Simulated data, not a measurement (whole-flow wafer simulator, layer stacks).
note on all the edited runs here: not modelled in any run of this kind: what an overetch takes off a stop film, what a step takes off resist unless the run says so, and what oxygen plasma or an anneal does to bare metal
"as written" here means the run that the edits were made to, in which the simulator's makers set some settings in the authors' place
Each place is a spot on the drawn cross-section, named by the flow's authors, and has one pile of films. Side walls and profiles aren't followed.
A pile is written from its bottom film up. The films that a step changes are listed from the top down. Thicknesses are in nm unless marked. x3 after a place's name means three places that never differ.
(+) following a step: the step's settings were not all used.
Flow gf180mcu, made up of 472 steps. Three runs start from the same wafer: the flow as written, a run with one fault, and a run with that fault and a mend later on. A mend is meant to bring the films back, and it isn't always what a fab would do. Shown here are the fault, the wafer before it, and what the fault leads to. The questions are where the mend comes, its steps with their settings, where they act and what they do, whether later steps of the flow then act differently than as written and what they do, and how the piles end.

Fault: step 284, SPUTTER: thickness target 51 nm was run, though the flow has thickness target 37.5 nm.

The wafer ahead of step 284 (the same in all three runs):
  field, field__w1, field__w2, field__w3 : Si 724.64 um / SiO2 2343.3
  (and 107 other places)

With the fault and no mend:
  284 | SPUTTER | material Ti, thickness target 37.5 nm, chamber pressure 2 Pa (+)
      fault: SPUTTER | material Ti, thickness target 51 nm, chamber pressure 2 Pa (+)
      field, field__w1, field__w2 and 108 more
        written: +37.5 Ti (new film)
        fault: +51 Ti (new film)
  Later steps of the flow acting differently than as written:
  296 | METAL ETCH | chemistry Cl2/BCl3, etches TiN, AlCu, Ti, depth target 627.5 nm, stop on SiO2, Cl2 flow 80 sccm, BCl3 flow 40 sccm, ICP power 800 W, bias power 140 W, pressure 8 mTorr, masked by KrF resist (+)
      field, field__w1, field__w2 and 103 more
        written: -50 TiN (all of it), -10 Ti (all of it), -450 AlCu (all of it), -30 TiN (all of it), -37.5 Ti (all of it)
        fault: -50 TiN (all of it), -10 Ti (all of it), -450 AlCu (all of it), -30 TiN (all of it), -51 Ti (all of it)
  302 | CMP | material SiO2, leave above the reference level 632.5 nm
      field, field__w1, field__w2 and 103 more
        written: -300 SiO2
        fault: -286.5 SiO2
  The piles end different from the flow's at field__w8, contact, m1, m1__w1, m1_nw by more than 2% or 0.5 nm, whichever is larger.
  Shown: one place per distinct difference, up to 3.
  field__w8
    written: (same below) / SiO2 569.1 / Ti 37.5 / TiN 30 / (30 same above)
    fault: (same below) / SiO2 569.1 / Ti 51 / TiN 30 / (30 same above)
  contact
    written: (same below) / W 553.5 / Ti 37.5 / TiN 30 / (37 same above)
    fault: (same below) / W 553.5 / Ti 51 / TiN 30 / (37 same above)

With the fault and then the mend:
  After step 284 comes the mend.
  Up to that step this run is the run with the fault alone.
  284a | METAL ETCH | chemistry Cl2/BCl3, etches TiN, AlCu, Ti, depth target 13.5 nm, Cl2 flow 80 sccm, BCl3 flow 40 sccm, ICP power 800 W, bias power 140 W, pressure 8 mTorr (the flow's step 260 again, with other settings)
      field, field__w1, field__w2 and 108 more
        -13.5 Ti
  None of the later steps of the flow acts differently than as written at any place that is followed.
  At every place that both follow, the piles at the end match the flow's.
